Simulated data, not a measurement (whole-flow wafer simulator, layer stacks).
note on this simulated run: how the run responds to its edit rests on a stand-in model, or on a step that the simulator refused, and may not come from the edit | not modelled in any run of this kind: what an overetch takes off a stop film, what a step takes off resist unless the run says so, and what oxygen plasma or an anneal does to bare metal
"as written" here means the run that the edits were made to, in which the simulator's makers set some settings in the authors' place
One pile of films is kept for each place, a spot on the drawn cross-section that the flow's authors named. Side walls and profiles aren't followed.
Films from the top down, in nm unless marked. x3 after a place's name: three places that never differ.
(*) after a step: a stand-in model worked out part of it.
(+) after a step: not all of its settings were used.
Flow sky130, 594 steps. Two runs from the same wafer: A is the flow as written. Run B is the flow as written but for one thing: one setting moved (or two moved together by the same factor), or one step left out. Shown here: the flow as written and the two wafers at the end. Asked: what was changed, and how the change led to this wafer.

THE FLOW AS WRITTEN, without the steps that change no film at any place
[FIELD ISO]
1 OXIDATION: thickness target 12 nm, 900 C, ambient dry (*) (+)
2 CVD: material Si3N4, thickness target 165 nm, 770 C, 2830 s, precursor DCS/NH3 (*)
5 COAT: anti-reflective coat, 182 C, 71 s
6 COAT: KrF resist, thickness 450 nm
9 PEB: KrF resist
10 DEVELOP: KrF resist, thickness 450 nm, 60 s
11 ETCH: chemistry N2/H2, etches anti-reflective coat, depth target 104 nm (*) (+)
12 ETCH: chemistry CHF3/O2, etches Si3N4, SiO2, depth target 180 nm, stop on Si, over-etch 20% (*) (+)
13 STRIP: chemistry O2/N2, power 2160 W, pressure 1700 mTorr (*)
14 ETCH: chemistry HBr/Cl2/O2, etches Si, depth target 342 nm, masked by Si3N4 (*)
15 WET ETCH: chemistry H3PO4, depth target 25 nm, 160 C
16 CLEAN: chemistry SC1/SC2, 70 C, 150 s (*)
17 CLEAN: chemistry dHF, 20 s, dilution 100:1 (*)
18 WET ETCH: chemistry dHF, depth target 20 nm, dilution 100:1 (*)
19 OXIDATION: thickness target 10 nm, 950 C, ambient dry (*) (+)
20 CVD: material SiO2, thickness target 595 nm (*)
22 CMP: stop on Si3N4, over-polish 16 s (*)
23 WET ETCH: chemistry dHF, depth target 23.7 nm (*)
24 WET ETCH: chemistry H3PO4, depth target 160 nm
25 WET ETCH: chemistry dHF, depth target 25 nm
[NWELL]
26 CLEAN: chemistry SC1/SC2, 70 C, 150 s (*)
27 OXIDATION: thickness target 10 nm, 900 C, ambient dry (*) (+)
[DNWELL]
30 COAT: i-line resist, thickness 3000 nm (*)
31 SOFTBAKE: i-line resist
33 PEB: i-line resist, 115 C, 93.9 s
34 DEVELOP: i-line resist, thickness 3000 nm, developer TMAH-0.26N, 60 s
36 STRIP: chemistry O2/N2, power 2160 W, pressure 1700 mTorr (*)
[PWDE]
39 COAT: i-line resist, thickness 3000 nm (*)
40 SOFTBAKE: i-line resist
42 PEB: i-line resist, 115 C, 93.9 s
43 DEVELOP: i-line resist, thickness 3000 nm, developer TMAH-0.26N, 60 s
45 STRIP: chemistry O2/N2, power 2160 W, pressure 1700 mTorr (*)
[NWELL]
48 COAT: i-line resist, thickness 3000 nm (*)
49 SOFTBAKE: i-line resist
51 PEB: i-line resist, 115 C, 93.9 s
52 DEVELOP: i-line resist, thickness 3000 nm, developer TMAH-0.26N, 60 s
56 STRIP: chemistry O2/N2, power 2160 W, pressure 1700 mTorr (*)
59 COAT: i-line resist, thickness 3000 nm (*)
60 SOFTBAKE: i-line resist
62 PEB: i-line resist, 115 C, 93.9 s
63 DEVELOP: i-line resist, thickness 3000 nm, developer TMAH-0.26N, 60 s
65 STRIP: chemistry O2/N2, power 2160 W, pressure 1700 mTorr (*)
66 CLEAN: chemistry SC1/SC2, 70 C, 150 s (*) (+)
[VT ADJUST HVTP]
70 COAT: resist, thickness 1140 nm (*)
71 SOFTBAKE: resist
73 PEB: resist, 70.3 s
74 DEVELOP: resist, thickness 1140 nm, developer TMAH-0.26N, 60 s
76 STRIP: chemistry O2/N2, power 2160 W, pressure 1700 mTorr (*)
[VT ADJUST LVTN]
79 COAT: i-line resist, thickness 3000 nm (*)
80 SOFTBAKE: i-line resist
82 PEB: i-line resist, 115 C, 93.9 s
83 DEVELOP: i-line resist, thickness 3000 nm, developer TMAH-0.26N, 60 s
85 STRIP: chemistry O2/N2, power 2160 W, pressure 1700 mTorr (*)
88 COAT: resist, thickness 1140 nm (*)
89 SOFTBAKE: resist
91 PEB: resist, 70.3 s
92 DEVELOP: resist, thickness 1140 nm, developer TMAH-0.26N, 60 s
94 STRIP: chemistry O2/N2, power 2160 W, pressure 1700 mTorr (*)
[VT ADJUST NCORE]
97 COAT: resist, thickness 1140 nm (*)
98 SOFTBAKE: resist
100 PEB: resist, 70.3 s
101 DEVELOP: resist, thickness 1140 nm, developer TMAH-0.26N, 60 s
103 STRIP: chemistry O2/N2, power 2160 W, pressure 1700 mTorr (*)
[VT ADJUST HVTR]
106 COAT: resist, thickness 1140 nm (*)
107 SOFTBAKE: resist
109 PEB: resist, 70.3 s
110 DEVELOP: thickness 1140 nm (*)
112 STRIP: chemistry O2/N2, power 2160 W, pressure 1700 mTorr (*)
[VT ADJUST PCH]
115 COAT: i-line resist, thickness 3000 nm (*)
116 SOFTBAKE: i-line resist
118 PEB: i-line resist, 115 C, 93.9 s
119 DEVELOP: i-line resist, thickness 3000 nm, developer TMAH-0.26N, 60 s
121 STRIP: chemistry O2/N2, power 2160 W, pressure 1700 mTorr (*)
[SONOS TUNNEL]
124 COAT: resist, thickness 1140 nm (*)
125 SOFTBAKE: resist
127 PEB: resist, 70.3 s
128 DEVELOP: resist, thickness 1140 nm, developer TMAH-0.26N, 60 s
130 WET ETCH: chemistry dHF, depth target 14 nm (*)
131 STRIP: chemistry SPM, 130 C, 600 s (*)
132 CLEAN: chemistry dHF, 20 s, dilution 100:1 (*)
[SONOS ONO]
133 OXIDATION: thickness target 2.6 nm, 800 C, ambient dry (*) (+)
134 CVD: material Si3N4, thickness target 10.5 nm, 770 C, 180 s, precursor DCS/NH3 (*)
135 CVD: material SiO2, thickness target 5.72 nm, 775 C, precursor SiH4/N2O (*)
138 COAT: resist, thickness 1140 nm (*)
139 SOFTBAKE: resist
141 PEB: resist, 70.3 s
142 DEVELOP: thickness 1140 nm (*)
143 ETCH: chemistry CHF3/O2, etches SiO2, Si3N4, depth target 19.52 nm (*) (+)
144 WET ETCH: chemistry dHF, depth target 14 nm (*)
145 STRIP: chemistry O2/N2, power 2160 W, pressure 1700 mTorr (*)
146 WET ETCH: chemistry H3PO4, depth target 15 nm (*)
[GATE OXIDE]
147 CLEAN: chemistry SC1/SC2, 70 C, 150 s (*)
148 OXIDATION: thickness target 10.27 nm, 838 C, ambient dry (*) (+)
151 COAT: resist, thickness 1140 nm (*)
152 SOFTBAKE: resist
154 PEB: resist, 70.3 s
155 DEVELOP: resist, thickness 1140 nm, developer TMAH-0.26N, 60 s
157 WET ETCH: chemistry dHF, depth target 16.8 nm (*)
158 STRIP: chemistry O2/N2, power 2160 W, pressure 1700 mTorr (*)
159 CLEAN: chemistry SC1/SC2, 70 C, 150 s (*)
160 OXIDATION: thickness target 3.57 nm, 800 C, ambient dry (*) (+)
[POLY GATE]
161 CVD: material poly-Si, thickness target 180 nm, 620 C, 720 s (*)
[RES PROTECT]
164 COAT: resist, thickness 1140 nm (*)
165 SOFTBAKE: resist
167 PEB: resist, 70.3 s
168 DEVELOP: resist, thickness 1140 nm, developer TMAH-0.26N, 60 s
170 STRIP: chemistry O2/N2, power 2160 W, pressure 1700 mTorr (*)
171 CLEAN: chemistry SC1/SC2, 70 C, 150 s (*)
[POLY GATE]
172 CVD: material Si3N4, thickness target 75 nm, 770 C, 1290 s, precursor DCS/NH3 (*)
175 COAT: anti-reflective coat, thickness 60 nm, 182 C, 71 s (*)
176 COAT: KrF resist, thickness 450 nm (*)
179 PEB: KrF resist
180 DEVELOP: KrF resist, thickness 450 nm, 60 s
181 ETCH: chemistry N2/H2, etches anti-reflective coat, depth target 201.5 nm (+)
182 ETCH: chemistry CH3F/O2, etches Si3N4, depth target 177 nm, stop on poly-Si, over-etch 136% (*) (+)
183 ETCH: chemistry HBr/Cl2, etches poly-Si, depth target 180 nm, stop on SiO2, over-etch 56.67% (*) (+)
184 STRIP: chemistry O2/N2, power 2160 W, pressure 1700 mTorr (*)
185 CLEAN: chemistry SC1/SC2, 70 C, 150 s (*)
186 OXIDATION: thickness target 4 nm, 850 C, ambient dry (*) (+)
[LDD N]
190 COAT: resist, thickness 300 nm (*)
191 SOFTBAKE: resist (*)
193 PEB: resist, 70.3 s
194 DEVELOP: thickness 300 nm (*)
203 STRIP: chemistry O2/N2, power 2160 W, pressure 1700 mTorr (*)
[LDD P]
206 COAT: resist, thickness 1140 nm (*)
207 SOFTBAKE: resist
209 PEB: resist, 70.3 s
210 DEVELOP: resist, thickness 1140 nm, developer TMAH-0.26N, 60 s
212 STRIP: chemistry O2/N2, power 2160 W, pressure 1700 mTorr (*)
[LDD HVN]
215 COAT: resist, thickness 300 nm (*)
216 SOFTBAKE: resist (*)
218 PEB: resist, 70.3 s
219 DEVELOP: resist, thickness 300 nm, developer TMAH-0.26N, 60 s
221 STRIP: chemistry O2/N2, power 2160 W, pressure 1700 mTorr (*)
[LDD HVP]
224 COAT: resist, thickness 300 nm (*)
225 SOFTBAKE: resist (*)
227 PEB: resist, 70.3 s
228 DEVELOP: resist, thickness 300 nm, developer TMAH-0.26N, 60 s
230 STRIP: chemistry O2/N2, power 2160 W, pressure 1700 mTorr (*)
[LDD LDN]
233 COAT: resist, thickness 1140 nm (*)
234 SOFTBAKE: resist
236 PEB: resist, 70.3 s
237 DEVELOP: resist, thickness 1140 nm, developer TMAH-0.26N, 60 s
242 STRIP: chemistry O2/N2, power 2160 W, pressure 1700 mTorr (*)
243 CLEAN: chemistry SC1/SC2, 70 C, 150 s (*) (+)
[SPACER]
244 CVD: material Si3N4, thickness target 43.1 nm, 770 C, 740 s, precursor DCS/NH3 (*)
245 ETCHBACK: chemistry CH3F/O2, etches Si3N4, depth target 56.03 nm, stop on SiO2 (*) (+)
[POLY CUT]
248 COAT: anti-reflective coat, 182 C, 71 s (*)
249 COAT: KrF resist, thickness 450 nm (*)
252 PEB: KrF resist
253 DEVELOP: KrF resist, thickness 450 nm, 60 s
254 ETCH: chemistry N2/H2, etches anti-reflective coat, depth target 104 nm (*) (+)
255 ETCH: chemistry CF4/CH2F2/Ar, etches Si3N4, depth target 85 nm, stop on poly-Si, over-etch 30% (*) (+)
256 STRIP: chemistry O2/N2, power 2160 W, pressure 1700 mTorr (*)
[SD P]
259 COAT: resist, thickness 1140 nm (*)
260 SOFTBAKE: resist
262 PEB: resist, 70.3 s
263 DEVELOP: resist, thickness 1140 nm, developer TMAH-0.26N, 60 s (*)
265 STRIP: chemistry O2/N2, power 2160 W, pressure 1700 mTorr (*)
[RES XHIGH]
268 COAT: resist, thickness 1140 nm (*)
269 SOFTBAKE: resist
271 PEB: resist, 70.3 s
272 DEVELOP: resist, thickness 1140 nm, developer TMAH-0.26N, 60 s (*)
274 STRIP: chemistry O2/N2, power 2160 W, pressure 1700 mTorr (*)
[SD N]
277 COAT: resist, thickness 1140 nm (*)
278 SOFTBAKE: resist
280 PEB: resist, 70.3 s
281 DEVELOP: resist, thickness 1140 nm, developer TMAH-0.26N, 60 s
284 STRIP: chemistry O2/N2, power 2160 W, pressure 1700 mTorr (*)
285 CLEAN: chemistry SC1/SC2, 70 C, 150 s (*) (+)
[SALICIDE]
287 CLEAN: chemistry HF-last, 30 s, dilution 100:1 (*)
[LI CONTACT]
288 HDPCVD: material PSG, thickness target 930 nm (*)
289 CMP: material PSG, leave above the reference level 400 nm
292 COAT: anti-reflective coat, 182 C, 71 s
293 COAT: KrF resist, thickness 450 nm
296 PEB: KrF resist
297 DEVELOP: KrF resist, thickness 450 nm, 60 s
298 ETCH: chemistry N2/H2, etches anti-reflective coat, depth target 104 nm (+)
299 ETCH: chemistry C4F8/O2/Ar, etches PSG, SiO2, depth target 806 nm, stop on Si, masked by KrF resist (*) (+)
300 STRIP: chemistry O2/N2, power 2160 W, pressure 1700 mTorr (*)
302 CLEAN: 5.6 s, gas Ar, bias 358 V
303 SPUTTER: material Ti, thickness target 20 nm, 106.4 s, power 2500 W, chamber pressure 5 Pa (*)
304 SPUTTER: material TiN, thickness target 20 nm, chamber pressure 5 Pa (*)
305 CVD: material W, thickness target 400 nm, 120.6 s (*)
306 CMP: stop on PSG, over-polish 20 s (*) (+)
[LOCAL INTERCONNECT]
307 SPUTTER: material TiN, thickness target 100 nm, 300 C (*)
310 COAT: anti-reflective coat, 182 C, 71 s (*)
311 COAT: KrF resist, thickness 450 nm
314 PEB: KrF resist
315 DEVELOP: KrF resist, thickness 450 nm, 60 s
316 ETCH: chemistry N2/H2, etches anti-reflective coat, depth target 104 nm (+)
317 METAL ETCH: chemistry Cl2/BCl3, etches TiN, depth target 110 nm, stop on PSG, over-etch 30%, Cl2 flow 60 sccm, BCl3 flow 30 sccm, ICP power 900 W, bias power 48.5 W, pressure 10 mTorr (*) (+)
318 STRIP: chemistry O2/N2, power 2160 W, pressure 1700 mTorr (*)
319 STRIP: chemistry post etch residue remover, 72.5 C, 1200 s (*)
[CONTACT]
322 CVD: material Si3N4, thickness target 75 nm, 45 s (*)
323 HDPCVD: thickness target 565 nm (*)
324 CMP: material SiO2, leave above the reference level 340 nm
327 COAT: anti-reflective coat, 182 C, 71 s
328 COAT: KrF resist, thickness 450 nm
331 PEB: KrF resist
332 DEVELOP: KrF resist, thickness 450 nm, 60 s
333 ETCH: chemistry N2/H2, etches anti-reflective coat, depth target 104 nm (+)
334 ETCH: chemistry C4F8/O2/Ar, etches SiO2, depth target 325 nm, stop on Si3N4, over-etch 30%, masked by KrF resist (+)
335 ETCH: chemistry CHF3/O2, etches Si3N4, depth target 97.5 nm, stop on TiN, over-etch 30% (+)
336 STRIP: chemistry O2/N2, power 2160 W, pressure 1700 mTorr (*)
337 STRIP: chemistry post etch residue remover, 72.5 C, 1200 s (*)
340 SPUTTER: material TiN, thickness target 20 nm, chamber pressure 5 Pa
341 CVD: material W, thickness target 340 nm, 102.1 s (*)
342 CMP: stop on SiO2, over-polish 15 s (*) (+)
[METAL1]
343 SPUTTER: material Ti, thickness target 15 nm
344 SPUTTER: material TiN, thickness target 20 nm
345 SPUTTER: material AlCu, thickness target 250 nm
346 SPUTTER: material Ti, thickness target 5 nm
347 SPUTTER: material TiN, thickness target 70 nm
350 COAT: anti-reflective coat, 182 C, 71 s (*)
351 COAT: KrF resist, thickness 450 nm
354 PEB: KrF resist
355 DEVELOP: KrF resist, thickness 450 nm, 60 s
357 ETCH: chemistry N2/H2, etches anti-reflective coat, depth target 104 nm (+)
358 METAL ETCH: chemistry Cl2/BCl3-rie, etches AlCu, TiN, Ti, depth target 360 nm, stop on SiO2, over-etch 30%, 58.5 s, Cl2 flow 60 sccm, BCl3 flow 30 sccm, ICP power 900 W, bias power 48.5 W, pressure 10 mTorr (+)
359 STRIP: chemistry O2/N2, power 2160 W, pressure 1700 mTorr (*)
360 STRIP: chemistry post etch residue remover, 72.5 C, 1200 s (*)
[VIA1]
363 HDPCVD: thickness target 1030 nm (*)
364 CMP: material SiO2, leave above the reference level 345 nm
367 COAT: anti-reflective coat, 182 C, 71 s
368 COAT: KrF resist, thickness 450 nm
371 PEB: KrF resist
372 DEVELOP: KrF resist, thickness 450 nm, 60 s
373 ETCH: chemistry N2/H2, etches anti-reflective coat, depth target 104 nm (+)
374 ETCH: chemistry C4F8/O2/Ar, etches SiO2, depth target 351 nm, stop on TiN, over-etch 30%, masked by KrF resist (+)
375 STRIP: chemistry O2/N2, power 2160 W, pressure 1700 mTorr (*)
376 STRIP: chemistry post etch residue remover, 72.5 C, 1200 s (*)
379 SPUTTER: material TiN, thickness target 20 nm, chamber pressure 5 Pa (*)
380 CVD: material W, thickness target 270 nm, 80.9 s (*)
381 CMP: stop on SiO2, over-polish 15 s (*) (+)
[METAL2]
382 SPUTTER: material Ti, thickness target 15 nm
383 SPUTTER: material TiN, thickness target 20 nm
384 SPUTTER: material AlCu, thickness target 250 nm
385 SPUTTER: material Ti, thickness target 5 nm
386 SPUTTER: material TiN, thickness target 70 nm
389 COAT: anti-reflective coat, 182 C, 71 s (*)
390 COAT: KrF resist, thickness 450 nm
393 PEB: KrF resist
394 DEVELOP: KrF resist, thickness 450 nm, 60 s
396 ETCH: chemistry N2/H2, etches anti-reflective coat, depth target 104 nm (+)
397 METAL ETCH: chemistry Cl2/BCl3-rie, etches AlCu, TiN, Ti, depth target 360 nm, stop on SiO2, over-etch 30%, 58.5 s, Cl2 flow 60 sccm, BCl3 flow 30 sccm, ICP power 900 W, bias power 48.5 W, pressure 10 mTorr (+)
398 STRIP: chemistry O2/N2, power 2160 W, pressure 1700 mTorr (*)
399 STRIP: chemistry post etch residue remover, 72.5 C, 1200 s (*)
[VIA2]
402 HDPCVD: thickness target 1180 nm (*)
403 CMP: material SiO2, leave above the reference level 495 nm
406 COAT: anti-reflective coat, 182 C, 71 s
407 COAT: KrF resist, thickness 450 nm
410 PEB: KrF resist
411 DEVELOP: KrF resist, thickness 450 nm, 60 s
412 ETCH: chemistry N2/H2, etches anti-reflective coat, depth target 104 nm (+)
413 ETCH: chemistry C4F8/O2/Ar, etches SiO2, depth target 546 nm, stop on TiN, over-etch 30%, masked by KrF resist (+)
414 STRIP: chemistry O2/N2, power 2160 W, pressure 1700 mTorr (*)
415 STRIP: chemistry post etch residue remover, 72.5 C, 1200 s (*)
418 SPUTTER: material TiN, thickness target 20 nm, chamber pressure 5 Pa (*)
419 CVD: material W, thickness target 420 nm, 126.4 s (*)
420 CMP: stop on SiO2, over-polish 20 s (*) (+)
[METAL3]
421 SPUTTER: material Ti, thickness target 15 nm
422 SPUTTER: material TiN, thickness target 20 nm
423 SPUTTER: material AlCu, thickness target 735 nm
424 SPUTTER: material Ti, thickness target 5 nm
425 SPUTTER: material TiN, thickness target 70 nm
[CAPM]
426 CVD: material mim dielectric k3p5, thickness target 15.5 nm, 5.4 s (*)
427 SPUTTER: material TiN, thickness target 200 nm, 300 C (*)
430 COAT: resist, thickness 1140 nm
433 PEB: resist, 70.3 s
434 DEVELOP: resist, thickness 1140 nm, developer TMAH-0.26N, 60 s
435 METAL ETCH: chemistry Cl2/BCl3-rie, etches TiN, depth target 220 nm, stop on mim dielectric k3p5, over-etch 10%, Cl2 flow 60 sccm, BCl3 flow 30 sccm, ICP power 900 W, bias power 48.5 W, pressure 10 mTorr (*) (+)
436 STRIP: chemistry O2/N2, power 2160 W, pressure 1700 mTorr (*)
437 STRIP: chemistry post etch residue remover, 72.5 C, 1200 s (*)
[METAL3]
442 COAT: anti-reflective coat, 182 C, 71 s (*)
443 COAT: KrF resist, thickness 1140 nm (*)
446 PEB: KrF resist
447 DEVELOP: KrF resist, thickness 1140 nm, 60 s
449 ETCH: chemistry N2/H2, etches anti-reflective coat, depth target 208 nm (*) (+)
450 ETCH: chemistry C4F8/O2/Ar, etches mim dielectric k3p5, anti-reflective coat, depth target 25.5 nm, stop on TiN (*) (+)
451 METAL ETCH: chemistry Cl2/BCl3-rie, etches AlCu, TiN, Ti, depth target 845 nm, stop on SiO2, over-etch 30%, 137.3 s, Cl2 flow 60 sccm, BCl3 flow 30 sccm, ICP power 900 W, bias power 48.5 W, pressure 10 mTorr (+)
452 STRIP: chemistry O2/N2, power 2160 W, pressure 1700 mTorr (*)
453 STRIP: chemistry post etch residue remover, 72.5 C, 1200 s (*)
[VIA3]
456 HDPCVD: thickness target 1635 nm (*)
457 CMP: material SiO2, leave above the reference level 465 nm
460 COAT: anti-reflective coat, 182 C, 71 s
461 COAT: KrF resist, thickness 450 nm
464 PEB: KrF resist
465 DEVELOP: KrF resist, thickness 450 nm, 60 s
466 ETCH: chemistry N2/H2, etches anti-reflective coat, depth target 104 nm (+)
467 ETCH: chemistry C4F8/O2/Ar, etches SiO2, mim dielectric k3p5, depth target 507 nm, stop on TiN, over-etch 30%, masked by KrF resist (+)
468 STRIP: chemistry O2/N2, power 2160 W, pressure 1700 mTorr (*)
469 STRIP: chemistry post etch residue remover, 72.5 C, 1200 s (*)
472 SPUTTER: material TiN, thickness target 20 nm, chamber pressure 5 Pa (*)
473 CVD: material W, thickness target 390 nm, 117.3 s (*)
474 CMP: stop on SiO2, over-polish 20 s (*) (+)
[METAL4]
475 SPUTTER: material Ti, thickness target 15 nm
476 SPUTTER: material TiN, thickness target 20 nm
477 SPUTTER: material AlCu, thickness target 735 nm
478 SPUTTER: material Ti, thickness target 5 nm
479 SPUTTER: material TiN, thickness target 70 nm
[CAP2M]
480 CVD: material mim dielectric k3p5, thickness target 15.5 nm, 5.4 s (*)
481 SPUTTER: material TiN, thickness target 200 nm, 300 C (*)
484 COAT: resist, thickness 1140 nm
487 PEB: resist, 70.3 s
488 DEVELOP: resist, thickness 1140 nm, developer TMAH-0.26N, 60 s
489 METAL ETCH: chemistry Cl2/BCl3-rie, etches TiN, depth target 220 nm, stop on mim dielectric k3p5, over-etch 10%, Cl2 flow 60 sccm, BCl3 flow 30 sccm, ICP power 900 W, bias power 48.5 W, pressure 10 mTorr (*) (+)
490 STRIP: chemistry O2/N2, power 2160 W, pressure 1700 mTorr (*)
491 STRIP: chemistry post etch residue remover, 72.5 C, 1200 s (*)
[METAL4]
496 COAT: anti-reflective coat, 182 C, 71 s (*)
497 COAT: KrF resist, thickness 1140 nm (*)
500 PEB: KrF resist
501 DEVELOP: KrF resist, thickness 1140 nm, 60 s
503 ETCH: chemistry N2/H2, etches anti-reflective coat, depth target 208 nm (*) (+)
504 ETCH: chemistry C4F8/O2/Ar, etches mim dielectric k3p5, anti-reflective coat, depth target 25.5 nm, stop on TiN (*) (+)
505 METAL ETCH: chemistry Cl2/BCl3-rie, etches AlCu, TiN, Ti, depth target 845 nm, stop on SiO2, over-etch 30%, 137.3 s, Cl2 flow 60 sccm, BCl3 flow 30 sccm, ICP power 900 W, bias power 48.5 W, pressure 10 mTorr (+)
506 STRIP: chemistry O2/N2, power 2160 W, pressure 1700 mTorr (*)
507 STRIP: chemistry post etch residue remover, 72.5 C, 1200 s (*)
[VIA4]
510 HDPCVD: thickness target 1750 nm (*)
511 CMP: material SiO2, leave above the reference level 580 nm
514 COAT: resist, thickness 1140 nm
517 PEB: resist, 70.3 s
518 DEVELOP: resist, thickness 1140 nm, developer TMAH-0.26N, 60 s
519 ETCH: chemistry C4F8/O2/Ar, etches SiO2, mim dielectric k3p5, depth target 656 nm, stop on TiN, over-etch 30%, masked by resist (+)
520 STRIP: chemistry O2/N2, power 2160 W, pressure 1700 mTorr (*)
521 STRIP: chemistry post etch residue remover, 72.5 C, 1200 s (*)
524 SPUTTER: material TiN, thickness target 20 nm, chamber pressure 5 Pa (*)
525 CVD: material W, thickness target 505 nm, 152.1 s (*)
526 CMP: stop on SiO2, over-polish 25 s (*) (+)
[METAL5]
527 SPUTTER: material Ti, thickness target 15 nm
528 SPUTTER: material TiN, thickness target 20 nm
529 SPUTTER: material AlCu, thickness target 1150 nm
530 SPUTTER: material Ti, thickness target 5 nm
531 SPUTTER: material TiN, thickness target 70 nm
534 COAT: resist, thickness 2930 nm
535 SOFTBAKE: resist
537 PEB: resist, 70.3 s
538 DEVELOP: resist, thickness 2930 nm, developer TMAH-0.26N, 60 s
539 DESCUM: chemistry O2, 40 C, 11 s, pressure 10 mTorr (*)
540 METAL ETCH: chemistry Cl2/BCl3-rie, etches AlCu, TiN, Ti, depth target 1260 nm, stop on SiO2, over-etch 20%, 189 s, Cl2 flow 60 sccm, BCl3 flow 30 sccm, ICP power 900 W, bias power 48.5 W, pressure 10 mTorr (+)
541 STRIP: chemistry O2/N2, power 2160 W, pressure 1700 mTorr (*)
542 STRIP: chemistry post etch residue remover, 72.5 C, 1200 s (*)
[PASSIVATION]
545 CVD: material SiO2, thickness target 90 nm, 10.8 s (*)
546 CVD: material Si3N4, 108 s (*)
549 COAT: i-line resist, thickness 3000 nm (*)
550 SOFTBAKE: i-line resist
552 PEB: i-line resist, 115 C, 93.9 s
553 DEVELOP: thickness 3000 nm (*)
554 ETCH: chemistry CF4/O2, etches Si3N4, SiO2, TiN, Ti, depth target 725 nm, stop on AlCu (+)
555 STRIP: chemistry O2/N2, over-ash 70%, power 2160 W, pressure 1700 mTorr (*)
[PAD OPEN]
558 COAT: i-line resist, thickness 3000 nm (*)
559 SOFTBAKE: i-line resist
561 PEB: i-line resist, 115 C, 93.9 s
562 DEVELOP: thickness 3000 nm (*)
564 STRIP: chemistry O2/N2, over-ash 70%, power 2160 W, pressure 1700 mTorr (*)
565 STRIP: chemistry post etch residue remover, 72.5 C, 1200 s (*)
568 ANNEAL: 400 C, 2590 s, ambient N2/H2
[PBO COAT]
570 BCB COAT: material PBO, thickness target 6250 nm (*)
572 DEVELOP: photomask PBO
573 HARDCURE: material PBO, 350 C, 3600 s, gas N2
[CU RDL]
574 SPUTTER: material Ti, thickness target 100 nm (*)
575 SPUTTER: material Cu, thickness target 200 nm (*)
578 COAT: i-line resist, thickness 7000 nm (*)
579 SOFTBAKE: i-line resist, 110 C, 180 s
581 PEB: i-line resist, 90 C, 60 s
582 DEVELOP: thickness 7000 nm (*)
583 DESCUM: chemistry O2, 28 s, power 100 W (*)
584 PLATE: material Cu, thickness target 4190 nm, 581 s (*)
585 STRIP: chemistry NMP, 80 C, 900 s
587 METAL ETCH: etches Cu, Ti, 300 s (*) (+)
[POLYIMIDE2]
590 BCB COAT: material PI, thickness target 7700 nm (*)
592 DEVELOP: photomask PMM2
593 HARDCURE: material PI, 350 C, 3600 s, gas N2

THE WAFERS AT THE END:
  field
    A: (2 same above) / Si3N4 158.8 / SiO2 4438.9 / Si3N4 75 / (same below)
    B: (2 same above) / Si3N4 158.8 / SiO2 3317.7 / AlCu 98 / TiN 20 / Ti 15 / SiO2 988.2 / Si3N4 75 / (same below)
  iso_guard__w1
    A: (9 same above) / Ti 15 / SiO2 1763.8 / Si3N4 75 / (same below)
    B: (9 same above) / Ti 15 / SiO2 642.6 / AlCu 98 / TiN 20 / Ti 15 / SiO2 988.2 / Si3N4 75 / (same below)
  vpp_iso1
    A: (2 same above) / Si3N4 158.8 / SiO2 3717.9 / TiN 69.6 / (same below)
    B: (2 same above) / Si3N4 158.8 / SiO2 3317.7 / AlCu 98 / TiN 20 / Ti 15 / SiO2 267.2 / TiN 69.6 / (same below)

The cause: step 397, METAL ETCH: depth target 169.2 nm was run, where the flow has depth target 360 nm; step 397, METAL ETCH: 27.5 s was run, where the flow has 58.5 s.

How the change led to this, step by step:
  397 METAL ETCH: chemistry Cl2/BCl3-rie, etches AlCu, TiN, Ti, depth target 360 nm, stop on SiO2, over-etch 30%, 58.5 s, Cl2 flow 60 sccm, BCl3 flow 30 sccm, ICP power 900 W, bias power 48.5 W, pressure 10 mTorr (+)
      field, active, gate and 82 more: A TiN -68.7 (all of it), Ti -5 (all of it), AlCu -250 (all of it), TiN -20 (all of it), Ti -15 (all of it), SiO2 -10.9 | B TiN -68.7 (all of it), Ti -5 (all of it), AlCu -146.3
      n_well, p_well, gate_hv and 103 more: A KrF resist -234 | B KrF resist -110
  398 STRIP: chemistry O2/N2, power 2160 W, pressure 1700 mTorr (*)
      n_well, p_well, gate_hv and 99 more: A KrF resist -143.8 (all of it), anti-reflective coat -80 (all of it) | B KrF resist -267.8 (all of it), anti-reflective coat -80 (all of it)
      m1, via1_hole: A KrF resist -143.9 (all of it), anti-reflective coat -80.4 (all of it) | B KrF resist -267.9 (all of it), anti-reflective coat -80.4 (all of it)
      (and at 2 more places)
  399 STRIP: chemistry post etch residue remover, 72.5 C, 1200 s (*)
      field, active, gate and 82 more: A nothing | B AlCu -5.72
  402 HDPCVD: thickness target 1180 nm (*)
      field, active, gate and 82 more: A SiO2 +1180 | B SiO2 +1180 (new film)
  403 CMP: material SiO2, leave above the reference level 495 nm
      field, active, gate and 82 more: A SiO2 -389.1 | B SiO2 -533
Counting metal films that touch as one body, field has 1 body; the flow as written gives 0 bodies.
Counting metal films that touch as one body, iso_guard__w1 has 2 bodies (between them, from the top down: SiO2 642.6); the flow as written gives 1 body.
Counting metal films that touch as one body, vpp_iso1 has 2 bodies (between them, from the top down: SiO2 267.2); the flow as written gives 1 body.
